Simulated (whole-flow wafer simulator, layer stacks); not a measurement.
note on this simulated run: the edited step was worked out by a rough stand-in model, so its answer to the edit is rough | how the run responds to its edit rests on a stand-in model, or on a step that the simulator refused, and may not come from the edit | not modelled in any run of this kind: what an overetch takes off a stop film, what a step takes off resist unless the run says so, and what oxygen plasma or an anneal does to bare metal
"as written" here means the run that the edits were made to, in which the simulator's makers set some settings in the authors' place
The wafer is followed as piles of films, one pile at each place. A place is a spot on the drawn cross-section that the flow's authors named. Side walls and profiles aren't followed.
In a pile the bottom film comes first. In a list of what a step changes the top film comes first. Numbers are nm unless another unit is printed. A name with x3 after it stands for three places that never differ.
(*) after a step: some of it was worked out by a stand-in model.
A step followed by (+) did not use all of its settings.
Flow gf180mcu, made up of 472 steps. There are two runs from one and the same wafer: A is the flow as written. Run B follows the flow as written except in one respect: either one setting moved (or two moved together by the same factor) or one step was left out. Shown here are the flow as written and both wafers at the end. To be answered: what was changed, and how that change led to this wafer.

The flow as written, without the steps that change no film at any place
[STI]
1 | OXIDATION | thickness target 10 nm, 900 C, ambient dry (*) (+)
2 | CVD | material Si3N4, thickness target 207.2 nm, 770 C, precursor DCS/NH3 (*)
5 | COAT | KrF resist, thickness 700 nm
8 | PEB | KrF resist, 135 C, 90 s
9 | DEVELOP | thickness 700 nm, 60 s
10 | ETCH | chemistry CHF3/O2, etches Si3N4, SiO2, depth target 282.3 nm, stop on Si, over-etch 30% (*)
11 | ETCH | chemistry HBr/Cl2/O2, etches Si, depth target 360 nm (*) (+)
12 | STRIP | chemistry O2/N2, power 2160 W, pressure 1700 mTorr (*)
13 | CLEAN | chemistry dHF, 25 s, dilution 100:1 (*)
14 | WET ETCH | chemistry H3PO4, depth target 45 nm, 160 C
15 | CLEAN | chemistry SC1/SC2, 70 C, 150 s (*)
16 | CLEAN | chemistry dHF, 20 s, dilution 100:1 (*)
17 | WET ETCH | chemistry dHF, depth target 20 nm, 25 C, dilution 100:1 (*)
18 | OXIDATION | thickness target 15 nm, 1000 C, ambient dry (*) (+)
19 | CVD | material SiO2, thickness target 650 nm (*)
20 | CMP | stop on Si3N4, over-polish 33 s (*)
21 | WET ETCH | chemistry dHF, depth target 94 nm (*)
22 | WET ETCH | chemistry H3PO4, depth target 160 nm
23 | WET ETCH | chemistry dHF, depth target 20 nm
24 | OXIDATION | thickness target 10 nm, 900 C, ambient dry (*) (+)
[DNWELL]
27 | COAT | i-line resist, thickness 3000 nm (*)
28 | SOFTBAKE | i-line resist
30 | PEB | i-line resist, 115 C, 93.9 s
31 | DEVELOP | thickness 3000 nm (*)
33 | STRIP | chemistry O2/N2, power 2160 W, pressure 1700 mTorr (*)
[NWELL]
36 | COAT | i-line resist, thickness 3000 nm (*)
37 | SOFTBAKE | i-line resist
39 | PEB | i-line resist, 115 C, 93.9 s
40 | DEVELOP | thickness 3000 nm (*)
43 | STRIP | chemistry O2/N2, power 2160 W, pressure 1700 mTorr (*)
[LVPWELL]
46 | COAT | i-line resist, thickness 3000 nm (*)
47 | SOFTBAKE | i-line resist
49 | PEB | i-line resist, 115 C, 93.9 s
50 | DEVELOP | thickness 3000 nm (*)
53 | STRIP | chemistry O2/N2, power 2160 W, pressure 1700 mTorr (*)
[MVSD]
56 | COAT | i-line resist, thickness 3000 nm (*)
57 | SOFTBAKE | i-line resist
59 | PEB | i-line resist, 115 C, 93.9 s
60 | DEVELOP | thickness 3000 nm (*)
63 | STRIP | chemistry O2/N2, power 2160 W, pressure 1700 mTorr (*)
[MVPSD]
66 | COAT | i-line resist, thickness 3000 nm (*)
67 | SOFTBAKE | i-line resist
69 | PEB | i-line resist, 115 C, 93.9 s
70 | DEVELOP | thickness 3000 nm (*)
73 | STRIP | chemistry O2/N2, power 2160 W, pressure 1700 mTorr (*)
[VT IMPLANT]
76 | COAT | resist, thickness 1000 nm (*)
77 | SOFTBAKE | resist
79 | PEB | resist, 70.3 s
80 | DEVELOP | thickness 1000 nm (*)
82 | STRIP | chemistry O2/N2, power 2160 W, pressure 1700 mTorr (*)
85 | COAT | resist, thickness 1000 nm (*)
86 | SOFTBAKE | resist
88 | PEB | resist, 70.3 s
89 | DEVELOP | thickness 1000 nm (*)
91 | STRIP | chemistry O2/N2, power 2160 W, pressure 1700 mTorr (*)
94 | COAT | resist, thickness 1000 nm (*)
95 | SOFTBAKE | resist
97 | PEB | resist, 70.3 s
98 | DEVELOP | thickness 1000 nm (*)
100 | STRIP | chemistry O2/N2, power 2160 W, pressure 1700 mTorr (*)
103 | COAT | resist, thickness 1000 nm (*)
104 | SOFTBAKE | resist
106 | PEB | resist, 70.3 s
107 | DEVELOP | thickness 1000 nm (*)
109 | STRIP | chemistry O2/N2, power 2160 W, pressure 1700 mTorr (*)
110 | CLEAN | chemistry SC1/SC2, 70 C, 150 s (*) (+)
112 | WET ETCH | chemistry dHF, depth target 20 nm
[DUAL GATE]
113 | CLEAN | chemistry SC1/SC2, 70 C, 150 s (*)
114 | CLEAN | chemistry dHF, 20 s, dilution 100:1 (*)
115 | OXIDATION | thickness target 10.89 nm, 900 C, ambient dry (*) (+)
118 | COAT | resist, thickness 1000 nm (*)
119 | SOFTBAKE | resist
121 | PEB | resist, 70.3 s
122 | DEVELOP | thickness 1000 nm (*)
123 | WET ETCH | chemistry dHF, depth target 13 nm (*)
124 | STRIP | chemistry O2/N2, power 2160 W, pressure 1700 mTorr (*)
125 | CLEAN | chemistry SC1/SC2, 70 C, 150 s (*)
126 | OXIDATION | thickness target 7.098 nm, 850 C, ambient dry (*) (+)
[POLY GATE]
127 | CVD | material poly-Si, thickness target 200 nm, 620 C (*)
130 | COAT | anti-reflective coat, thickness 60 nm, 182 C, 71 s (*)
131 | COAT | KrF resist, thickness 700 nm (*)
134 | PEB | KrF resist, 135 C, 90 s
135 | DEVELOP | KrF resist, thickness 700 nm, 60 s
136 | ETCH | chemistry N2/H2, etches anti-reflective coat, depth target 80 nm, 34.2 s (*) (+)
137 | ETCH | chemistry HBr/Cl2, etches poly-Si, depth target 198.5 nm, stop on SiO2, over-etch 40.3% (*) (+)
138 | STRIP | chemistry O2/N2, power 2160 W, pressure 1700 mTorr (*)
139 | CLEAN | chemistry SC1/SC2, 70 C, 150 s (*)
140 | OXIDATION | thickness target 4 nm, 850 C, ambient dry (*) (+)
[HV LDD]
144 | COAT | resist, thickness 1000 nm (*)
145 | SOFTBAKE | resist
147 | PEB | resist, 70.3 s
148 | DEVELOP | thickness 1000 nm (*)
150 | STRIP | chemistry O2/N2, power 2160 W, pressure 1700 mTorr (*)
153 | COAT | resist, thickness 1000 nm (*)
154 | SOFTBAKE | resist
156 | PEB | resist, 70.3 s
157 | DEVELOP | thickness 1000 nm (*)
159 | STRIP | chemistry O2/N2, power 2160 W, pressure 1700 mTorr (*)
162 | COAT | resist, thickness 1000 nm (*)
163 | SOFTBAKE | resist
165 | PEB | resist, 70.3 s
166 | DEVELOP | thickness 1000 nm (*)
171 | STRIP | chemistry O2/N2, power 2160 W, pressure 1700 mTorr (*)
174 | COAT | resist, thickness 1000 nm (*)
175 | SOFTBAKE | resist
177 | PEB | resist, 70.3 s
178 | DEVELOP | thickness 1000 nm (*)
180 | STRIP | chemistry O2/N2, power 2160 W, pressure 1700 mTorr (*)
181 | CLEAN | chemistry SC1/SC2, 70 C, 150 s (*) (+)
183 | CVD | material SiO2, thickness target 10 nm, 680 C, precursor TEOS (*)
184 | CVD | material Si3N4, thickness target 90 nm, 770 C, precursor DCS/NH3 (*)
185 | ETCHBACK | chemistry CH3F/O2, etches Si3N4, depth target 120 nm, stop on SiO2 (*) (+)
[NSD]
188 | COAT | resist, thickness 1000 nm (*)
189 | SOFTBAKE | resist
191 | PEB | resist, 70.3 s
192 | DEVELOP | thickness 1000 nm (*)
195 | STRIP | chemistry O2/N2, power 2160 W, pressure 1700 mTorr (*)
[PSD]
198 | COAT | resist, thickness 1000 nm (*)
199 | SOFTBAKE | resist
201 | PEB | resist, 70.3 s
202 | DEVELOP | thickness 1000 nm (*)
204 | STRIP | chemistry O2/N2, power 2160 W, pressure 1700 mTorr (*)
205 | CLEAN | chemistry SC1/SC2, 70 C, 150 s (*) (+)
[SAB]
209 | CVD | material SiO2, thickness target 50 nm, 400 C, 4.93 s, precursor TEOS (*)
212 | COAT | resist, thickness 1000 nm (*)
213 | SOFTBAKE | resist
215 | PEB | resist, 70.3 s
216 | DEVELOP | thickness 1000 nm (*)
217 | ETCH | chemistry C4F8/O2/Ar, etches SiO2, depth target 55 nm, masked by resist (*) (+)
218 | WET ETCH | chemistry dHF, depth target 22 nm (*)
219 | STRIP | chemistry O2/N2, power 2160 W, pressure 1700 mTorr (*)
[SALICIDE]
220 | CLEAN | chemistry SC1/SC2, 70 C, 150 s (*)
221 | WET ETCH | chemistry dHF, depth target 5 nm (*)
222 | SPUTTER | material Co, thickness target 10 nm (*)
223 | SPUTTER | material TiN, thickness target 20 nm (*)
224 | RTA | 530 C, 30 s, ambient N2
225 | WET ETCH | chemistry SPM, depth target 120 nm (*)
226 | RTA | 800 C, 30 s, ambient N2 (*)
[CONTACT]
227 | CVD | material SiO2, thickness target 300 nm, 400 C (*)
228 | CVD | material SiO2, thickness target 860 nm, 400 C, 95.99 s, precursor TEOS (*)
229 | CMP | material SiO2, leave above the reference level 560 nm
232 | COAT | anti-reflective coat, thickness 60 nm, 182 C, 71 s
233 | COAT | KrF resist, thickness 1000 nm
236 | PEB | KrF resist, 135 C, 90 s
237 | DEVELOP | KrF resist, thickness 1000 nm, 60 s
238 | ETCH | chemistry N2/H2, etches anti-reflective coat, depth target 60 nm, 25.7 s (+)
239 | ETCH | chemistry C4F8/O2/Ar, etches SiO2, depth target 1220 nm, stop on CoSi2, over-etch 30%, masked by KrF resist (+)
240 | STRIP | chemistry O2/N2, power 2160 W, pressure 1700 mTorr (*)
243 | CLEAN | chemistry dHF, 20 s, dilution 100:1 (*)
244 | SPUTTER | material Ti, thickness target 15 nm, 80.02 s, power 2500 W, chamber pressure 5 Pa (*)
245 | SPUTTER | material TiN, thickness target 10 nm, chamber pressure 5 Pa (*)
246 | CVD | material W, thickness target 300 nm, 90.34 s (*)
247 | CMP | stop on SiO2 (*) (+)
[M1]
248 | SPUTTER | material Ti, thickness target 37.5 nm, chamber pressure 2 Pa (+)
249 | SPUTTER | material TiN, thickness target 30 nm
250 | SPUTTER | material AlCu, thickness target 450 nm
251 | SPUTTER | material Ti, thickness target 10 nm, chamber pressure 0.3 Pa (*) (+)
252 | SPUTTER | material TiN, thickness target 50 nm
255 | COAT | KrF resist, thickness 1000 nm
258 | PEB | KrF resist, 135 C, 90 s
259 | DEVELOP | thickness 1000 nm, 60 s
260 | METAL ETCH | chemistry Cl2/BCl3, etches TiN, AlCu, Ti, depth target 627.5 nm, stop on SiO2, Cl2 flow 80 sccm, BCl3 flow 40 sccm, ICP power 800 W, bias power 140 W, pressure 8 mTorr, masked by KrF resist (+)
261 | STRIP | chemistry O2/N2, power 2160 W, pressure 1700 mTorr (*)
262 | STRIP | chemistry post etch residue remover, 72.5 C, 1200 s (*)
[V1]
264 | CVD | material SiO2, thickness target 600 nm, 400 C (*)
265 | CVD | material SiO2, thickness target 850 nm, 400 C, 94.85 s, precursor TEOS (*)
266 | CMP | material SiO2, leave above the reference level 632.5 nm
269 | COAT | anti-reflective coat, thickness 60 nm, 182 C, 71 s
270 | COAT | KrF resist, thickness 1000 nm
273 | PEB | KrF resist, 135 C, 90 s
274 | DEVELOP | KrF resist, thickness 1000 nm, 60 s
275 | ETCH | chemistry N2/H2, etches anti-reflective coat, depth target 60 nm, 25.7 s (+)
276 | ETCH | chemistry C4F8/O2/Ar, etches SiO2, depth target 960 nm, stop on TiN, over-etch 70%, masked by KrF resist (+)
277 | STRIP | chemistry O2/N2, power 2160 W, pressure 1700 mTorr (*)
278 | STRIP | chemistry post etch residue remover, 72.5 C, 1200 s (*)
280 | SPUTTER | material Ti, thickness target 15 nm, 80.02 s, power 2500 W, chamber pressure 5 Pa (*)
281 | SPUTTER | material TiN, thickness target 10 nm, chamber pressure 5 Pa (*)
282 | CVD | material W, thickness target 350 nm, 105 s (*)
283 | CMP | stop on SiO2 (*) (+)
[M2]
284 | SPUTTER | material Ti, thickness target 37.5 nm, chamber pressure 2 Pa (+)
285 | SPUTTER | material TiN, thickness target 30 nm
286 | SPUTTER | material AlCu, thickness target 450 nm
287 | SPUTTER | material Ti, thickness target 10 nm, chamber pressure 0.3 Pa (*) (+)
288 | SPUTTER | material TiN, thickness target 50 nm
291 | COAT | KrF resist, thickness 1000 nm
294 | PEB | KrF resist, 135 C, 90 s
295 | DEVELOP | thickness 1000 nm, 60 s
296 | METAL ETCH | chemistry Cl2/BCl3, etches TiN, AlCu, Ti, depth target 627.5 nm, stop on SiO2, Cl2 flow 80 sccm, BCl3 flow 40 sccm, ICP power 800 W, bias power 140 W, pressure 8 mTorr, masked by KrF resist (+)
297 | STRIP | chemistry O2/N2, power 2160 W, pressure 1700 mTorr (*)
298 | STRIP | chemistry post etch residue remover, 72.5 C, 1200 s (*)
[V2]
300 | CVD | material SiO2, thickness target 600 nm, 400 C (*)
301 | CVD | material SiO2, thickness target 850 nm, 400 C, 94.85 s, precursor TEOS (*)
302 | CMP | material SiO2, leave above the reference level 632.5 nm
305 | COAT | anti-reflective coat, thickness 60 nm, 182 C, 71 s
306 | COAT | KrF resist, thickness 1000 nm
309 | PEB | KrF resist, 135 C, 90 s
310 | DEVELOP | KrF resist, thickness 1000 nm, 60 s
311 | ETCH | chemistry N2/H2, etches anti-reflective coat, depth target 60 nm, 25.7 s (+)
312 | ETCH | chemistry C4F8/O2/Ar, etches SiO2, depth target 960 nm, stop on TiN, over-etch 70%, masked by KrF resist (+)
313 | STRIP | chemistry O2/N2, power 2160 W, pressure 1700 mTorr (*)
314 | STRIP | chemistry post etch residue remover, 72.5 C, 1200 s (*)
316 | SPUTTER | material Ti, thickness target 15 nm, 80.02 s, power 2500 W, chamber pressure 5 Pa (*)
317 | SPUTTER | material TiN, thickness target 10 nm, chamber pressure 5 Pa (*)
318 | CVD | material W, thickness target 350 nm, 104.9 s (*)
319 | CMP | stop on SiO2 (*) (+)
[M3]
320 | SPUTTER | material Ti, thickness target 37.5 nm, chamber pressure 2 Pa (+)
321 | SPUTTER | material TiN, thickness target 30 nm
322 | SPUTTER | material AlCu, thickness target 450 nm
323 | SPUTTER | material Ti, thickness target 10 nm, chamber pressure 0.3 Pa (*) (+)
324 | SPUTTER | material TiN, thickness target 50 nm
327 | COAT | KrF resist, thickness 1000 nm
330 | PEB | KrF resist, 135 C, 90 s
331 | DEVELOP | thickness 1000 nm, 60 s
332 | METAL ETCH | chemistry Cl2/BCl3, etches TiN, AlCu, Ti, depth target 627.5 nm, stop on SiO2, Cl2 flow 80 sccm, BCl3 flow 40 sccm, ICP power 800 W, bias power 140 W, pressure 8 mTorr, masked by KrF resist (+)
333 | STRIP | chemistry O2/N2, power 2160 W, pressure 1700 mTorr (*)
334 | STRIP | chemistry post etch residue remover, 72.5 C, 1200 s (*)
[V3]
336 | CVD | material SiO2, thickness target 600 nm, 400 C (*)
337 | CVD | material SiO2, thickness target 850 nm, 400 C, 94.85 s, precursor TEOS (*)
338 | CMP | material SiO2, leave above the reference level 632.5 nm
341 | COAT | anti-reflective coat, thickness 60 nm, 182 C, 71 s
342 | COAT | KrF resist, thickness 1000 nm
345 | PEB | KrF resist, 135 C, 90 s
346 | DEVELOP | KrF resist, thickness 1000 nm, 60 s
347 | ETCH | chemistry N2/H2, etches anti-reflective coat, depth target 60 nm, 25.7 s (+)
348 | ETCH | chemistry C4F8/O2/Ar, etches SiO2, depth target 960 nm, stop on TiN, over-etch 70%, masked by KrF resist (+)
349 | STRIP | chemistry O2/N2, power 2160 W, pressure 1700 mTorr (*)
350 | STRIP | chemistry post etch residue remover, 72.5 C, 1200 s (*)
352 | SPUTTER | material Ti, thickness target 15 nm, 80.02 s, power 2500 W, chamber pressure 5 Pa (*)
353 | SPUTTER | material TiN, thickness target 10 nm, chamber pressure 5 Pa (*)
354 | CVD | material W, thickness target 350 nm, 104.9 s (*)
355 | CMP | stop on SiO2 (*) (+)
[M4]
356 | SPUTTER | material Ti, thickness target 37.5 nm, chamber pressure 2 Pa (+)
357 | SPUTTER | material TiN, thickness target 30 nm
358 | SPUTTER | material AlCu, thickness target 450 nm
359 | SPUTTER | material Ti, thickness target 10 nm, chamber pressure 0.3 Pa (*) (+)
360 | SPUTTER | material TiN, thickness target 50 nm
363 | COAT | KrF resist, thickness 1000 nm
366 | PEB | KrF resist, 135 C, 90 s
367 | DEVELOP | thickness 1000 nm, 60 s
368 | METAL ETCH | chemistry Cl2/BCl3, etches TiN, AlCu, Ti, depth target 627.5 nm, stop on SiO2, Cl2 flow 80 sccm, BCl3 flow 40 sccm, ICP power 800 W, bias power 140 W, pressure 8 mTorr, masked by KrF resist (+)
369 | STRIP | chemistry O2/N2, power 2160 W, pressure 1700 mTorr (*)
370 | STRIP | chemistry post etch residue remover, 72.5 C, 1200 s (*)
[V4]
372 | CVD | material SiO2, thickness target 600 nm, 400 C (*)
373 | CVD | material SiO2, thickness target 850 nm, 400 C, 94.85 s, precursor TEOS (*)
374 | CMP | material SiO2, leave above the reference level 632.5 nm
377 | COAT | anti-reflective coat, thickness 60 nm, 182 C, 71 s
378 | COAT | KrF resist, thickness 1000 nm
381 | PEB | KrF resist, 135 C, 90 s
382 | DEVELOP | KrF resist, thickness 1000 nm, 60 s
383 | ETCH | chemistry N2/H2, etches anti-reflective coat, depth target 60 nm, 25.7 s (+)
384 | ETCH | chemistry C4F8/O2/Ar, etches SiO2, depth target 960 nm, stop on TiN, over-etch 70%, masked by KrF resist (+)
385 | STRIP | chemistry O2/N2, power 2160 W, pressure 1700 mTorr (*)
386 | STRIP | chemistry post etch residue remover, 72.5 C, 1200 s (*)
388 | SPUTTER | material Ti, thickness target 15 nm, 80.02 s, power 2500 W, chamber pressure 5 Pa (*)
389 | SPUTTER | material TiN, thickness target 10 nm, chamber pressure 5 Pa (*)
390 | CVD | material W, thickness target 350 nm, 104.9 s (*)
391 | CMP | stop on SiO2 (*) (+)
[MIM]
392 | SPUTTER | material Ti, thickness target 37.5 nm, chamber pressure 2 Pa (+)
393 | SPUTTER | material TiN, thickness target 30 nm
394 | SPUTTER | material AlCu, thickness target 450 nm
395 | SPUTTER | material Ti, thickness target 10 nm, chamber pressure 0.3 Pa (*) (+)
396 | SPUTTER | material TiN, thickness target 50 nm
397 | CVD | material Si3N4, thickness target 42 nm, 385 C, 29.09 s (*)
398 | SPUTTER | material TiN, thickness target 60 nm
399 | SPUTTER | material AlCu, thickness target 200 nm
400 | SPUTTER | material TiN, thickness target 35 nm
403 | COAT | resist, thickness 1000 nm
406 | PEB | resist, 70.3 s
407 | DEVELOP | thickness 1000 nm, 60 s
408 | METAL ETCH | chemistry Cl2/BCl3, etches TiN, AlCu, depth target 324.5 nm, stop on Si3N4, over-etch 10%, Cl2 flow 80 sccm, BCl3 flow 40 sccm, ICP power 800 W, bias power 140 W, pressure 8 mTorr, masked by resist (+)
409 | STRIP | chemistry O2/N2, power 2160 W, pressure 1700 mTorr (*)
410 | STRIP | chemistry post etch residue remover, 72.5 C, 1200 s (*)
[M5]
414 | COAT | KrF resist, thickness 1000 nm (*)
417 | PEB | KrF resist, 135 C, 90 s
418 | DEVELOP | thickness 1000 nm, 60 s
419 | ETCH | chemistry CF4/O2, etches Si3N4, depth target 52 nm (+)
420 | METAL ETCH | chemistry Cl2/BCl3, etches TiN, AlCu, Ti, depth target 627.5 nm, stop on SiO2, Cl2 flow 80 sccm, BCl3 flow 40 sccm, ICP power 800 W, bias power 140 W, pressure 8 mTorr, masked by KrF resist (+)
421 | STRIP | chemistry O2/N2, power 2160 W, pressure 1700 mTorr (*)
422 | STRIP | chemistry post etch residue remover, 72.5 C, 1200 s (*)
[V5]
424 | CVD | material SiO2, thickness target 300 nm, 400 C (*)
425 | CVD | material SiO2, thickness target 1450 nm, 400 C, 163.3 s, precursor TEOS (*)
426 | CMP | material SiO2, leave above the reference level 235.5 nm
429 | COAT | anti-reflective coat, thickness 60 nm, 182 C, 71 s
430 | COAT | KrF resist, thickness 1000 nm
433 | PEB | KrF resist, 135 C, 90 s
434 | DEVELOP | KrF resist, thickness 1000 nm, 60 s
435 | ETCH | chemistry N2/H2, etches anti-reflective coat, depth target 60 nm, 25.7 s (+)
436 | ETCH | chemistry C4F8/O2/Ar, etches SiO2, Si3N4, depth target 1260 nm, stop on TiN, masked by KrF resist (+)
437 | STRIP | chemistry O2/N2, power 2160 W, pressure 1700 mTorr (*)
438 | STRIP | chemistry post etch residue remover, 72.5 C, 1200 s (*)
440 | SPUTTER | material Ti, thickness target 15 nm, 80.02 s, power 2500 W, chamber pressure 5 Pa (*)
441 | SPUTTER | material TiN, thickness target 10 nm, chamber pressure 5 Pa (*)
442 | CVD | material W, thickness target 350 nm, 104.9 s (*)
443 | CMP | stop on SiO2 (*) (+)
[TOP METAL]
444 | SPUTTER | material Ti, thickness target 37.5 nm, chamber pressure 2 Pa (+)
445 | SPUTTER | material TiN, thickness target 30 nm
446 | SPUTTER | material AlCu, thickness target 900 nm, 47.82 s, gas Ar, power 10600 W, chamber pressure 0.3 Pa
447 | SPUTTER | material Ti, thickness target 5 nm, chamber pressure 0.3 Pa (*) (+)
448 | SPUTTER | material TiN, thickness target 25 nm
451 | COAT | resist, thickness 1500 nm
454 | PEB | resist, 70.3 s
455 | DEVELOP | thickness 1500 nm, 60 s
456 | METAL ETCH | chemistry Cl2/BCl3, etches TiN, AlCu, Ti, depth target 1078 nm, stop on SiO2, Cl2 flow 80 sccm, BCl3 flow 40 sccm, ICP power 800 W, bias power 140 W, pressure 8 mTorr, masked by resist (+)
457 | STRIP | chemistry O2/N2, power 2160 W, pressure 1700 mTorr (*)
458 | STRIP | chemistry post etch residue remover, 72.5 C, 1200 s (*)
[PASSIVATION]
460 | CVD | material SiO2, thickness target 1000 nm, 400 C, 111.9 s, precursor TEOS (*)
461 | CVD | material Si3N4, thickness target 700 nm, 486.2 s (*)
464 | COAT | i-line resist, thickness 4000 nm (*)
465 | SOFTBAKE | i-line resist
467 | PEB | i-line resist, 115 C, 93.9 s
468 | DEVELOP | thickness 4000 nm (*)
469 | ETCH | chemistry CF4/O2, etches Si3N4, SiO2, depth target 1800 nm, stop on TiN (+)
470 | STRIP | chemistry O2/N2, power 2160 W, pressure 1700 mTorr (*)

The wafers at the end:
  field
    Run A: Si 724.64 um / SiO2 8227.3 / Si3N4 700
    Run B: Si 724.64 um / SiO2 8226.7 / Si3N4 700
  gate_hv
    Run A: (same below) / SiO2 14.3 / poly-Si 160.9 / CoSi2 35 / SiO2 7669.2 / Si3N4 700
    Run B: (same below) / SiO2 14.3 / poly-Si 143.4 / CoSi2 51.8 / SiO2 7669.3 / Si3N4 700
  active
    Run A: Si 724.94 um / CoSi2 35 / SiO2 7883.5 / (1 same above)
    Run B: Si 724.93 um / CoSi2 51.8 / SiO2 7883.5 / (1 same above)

The reason: step 222, SPUTTER: thickness target 14.8 nm was run, whereas the flow has thickness target 10 nm.

The path from the change to this, step by step:
  222 | SPUTTER | material Co, thickness target 10 nm (*)
      field, field__w7, field__w8 and 72 more: A Co gains 10 (new film) | B Co gains 14.8 (new film)
      field__w6, field_sub, field_sub__w2: A Co gains 9.95 (new film) | B Co gains 14.7 (new film)
      (as well as at 33 more places)
  223 | SPUTTER | material TiN, thickness target 20 nm (*)
      field__w12: A TiN gains 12 (new film) | B TiN gains 12.6 (new film)
  224 | RTA | 530 C, 30 s, ambient N2
      gate, gate_hv, gate_p and 22 more: A under 1 film: CoSi gains 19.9 (new film), Co loses 10 (all of it), poly-Si loses 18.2 | B under 1 film: CoSi gains 29.4 (new film), Co loses 14.8 (all of it), poly-Si loses 26.9
      active, p_well, sd_n and 11 more: A under 1 film: CoSi gains 19.9 (new film), Co loses 10 (all of it), Si loses 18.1 | B under 1 film: CoSi gains 29.4 (new film), Co loses 14.8 (all of it), Si loses 26.8
      (as well as at 10 more places)
  225 | WET ETCH | chemistry SPM, depth target 120 nm (*)
      field, field__w7, field__w8 and 32 more: A TiN loses 20 (all of it), Co loses 10 (all of it) | B TiN loses 20 (all of it), Co loses 14.8 (all of it)
      field__w9, nw_enc_fld_lv__w3: A TiN loses 19.1 (all of it), Co loses 9.6 (all of it) | B TiN loses 19.1 (all of it), Co loses 14.2 (all of it)
      (as well as at 25 more places)
  226 | RTA | 800 C, 30 s, ambient N2 (*)
      gate, gate_hv, gate_p and 22 more: A CoSi2 gains 35 (new film), CoSi loses 19.9 (all of it), poly-Si loses 18.2 | B CoSi2 gains 51.8 (new film), CoSi loses 29.4 (all of it), poly-Si loses 26.9
      active, p_well, sd_n and 11 more: A CoSi2 gains 35 (new film), CoSi loses 19.9 (all of it), Si loses 18.1 | B CoSi2 gains 51.8 (new film), CoSi loses 29.4 (all of it), Si loses 26.8
      (as well as at 10 more places)
